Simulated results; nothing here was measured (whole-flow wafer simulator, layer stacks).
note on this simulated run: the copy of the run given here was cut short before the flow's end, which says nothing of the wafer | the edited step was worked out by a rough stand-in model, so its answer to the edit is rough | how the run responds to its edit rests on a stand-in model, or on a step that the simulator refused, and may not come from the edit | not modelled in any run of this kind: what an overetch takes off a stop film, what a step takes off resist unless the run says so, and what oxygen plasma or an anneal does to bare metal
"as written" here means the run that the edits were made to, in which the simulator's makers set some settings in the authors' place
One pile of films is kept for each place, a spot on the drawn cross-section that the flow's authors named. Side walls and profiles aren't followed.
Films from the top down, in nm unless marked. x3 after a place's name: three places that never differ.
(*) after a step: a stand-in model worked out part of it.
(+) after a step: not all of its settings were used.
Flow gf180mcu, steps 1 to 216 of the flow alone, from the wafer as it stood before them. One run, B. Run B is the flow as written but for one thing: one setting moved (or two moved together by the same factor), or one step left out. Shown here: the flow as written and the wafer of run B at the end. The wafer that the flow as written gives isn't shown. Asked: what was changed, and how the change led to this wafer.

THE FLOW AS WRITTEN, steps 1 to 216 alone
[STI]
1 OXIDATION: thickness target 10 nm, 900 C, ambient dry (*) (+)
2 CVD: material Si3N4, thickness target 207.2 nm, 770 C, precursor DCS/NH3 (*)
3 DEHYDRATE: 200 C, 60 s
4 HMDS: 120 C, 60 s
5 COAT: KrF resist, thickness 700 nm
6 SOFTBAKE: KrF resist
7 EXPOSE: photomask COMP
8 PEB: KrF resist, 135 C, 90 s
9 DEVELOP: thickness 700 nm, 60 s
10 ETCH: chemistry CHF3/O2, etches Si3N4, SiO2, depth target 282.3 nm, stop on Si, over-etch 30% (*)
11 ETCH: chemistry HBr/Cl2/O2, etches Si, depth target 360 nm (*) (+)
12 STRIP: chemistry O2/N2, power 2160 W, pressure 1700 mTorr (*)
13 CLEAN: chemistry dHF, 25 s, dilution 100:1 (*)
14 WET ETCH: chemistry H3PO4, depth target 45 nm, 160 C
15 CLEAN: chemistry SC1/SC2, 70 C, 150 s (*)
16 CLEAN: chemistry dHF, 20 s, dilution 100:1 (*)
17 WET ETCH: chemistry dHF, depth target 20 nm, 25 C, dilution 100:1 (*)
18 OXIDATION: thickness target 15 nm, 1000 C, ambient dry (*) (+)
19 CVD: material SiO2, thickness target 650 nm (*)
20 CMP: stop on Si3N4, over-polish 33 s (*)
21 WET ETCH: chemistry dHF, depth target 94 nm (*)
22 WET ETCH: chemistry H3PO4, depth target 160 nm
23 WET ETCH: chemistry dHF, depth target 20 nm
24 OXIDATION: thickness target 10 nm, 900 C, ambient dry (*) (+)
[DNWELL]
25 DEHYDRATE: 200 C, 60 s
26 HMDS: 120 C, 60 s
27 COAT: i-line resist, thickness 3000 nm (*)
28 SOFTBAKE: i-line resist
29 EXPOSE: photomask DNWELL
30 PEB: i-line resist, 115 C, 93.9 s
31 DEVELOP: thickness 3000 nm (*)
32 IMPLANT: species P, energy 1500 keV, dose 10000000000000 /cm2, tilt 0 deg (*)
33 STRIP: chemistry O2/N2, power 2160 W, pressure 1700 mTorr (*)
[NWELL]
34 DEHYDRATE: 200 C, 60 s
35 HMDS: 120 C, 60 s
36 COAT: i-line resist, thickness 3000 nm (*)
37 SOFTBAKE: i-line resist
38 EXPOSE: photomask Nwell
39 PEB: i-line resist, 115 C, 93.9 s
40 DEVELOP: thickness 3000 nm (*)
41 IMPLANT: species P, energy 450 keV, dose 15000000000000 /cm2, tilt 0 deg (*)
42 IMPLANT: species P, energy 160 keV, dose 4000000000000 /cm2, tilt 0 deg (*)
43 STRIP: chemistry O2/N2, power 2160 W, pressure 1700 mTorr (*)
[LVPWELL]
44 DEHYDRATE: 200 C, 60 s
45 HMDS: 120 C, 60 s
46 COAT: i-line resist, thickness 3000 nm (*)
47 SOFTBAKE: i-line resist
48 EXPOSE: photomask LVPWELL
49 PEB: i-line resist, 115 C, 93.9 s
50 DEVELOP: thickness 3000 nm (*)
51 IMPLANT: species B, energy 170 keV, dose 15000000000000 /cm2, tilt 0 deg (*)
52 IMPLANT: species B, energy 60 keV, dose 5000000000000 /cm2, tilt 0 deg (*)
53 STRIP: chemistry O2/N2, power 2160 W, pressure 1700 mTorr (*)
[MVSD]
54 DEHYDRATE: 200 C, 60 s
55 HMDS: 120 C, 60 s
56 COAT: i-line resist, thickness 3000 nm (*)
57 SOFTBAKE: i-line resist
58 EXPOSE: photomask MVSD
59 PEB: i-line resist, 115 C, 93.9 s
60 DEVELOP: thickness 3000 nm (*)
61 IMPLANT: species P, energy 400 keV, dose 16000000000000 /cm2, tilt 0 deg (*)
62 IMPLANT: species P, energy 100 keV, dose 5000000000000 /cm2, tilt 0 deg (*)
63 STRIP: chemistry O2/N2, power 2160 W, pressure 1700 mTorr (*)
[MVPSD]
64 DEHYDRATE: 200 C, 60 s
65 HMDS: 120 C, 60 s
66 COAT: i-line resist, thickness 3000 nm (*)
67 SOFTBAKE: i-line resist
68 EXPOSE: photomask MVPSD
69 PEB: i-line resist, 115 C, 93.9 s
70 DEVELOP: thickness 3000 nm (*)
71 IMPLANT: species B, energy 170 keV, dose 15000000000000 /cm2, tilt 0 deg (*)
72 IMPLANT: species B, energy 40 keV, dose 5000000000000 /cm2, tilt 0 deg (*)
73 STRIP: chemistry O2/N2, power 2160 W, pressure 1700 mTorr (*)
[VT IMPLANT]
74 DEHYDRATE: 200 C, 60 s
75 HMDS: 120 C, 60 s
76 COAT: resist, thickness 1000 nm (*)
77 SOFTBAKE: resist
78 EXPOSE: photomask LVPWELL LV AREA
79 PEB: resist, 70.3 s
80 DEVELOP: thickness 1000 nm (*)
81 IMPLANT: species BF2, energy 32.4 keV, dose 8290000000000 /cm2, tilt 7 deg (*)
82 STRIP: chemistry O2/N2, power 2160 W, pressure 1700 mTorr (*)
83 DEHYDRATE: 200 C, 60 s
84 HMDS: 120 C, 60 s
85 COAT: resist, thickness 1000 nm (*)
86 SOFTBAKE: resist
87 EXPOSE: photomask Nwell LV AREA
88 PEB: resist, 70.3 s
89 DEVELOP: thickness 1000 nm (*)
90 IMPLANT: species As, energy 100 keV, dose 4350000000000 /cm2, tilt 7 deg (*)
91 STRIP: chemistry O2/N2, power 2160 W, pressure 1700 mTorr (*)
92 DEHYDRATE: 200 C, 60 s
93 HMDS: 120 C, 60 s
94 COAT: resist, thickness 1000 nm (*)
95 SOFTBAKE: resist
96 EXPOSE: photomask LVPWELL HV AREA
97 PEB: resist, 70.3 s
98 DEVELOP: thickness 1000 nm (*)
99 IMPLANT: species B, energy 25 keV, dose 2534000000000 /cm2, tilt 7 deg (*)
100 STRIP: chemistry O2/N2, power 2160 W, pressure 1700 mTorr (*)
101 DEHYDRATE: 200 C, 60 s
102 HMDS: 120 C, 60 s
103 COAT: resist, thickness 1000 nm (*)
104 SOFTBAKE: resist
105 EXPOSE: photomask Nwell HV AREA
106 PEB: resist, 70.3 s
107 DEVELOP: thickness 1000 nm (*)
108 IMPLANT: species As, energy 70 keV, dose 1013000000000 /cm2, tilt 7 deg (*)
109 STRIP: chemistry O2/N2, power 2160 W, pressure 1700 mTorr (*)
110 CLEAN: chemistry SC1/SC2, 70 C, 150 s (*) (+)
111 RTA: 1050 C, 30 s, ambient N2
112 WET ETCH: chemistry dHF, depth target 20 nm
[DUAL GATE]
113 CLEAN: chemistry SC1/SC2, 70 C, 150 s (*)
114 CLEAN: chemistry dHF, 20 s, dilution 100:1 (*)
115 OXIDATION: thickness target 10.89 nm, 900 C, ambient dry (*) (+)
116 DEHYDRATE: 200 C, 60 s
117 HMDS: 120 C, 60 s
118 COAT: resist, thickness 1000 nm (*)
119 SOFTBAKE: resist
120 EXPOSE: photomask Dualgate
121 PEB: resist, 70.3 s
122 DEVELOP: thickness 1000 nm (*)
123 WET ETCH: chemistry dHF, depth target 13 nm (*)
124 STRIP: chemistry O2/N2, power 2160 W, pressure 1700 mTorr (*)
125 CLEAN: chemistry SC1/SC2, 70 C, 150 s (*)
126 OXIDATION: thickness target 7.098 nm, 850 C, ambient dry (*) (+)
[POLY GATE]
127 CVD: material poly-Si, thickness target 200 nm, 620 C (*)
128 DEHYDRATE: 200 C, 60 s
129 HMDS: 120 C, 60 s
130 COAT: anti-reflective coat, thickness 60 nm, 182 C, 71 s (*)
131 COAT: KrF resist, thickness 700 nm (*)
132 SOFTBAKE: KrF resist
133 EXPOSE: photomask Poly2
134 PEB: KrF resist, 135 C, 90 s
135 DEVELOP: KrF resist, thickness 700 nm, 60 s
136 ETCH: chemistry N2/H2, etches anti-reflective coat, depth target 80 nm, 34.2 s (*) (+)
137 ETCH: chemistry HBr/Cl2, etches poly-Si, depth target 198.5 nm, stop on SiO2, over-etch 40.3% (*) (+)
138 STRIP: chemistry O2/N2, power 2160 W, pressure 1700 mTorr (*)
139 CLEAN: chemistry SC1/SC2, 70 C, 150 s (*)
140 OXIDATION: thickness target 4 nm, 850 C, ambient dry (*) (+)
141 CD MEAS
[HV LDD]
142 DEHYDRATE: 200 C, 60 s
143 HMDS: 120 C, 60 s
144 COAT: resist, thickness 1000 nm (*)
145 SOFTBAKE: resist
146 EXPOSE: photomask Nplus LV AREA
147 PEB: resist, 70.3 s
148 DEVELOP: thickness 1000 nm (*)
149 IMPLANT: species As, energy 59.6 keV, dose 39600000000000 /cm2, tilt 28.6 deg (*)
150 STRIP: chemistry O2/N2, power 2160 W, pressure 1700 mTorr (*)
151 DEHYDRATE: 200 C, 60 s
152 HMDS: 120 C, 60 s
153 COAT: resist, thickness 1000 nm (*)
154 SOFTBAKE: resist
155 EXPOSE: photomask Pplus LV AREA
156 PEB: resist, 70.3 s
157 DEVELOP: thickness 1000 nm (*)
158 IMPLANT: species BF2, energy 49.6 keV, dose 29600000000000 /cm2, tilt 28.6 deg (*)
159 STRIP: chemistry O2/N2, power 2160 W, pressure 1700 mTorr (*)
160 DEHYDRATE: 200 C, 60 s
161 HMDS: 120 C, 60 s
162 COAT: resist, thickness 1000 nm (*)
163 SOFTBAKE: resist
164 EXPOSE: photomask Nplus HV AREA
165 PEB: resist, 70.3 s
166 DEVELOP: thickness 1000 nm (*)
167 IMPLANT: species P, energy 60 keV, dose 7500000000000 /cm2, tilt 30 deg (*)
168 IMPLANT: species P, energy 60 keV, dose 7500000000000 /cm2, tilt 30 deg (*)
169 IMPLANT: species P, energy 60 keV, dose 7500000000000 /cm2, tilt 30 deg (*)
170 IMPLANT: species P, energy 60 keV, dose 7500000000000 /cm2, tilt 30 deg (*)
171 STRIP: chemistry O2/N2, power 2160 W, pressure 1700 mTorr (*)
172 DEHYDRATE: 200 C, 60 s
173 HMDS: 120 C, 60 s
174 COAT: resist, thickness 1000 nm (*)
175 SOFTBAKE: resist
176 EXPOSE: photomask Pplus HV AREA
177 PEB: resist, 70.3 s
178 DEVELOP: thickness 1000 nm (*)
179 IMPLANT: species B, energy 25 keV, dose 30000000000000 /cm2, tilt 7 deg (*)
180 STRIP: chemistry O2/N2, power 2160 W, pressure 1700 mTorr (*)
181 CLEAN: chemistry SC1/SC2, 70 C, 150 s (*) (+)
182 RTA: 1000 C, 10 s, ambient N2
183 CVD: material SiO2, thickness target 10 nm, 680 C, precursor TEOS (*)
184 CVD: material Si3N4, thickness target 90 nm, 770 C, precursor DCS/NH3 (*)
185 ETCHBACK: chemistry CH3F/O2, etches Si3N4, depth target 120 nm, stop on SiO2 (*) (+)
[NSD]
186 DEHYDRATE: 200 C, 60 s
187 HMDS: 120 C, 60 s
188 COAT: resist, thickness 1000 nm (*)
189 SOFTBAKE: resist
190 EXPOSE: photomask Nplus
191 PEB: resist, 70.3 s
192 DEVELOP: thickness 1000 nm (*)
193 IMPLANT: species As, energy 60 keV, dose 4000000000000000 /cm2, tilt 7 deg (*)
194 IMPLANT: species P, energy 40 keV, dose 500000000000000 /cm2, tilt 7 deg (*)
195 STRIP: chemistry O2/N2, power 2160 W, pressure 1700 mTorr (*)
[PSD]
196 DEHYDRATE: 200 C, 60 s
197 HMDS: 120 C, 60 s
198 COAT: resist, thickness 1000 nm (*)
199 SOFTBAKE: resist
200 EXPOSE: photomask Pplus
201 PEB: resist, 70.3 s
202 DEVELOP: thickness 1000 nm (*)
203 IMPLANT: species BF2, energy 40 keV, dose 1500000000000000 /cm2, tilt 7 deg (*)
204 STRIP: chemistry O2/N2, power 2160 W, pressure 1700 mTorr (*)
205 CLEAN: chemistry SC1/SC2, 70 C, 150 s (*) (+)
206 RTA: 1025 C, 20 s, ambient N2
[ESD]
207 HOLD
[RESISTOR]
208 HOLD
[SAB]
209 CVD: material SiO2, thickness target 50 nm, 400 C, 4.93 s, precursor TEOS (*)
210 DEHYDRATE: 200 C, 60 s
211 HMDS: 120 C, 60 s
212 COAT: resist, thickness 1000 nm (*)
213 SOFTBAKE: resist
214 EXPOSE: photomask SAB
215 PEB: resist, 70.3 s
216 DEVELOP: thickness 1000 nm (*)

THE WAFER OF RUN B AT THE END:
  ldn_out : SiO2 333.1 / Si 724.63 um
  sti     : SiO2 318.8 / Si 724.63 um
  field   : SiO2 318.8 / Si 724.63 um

The cause: step 19, CVD: thickness target 406 nm was run, where the flow has thickness target 650 nm.

How the change led to this, step by step:
  19 CVD: material SiO2, thickness target 650 nm (*)
      active, n_well, p_well and 40 more: SiO2 +406 (new film) (as written it would be: SiO2 +650 (new film))
      field, field_sub, sti and 23 more: SiO2 +406 (as written it would be: SiO2 +650)
      (and at 11 more places)
  20 CMP: stop on Si3N4, over-polish 33 s (*)
      sti, mim_1p0 x3, iso_nw_fld and 9 more: nothing (as written it would be: SiO2 -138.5)
      nw_enc_fld, nw_enc_fld_lv: nothing (as written it would be: SiO2 -142.5)
      (and at 64 more places)
  27 COAT: i-line resist, thickness 3000 nm (*)
      p_well, spacer, sd_n: i-line resist +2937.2 (new film) (as written it would be: i-line resist +3034 (new film))
      ldp_fp, ldp_dft: i-line resist +2920.3 (new film) (as written it would be: i-line resist +2987.7 (new film))
      (and at 29 more places)
  28 SOFTBAKE: i-line resist
      field: i-line resist -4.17 (as written it would be: i-line resist +2.45)
      field_sub: i-line resist -3.57 (as written it would be: i-line resist +1.87)
      (and at 72 more places)
  30 PEB: i-line resist, 115 C, 93.9 s
      iso_ptap_sub, ldn_tap, ldn_src, ldn_ch, ldn_acc, ldp_tap, ldp_src: i-line resist -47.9 (as written it would be: i-line resist -49.2)
      n_well, gate_p, contact, ld_drn_p, ld_body_p_dnw, gate_p_hv: i-line resist -48.1 (as written it would be: i-line resist -49.1)
      (and at 27 more places)
  31 DEVELOP: thickness 3000 nm (*)
      ldp_tap: i-line resist -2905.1 (all of it) (as written it would be: i-line resist -2983.3 (all of it))
      ldp_sep: i-line resist -2865.6 (all of it) (as written it would be: i-line resist -2943.5 (all of it))
      (and at 6 more places)
  33 STRIP: chemistry O2/N2, power 2160 W, pressure 1700 mTorr (*)
      p_well, spacer, sd_n: i-line resist -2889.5 (all of it) (as written it would be: i-line resist -2984.7 (all of it))
      iso_ntap_nw, vpnp_e: i-line resist -2892.7 (all of it) (as written it would be: i-line resist -2984.6 (all of it))
      (and at 23 more places)
  36 COAT: i-line resist, thickness 3000 nm (*)
      p_well, spacer, sd_n: i-line resist +2937.2 (new film) (as written it would be: i-line resist +3034 (new film))
      ldp_fp, ldp_dft: i-line resist +2920.3 (new film) (as written it would be: i-line resist +2987.7 (new film))
      (and at 29 more places)
  37 SOFTBAKE: i-line resist
      field: i-line resist -4.17 (as written it would be: i-line resist +2.45)
      field_sub: i-line resist -3.57 (as written it would be: i-line resist +1.87)
      (and at 72 more places)
  39 PEB: i-line resist, 115 C, 93.9 s
      iso_ptap_sub, ldn_tap, ldn_src, ldn_ch, ldn_acc, ldp_tap, ldp_src: i-line resist -47.9 (as written it would be: i-line resist -49.2)
      n_well, gate_p, contact, ld_drn_p, ld_body_p_dnw, gate_p_hv: i-line resist -48.1 (as written it would be: i-line resist -49.1)
      (and at 27 more places)
  40 DEVELOP: thickness 3000 nm (*)
      iso_ntap_nw, vpnp_e: i-line resist -2892.7 (all of it) (as written it would be: i-line resist -2984.6 (all of it))
      sd_p_hv: i-line resist -2901.1 (all of it) (as written it would be: i-line resist -2974 (all of it))
      (and at 7 more places)
  43 STRIP: chemistry O2/N2, power 2160 W, pressure 1700 mTorr (*)
      p_well, spacer, sd_n: i-line resist -2889.5 (all of it) (as written it would be: i-line resist -2984.7 (all of it))
      active: i-line resist -2907.5 (all of it) (as written it would be: i-line resist -2975.7 (all of it))
      (and at 22 more places)
  46 COAT: i-line resist, thickness 3000 nm (*)
      p_well, spacer, sd_n: i-line resist +2937.2 (new film) (as written it would be: i-line resist +3034 (new film))
      ldp_fp, ldp_dft: i-line resist +2920.3 (new film) (as written it would be: i-line resist +2987.7 (new film))
      (and at 29 more places)
  47 SOFTBAKE: i-line resist
      field: i-line resist -4.17 (as written it would be: i-line resist +2.45)
      field_sub: i-line resist -3.57 (as written it would be: i-line resist +1.87)
      (and at 72 more places)
  49 PEB: i-line resist, 115 C, 93.9 s
      iso_ptap_sub, ldn_tap, ldn_src, ldn_ch, ldn_acc, ldp_tap, ldp_src: i-line resist -47.9 (as written it would be: i-line resist -49.2)
      n_well, gate_p, contact, ld_drn_p, ld_body_p_dnw, gate_p_hv: i-line resist -48.1 (as written it would be: i-line resist -49.1)
      (and at 27 more places)
  50 DEVELOP: thickness 3000 nm (*)
      p_well, spacer, sd_n: i-line resist -2889.5 (all of it) (as written it would be: i-line resist -2984.7 (all of it))
      active: i-line resist -2907.6 (all of it) (as written it would be: i-line resist -2975.7 (all of it))
      (and at 12 more places)
  ... 77 more steps ...
  216 DEVELOP: thickness 1000 nm (*)
      p_well, sd_n: resist -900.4 (all of it) (as written it would be: resist -996.4 (all of it))
      field__w1: resist -1066.8 (all of it) (as written it would be: resist -1017.5 (all of it))
      (and at 79 more places)
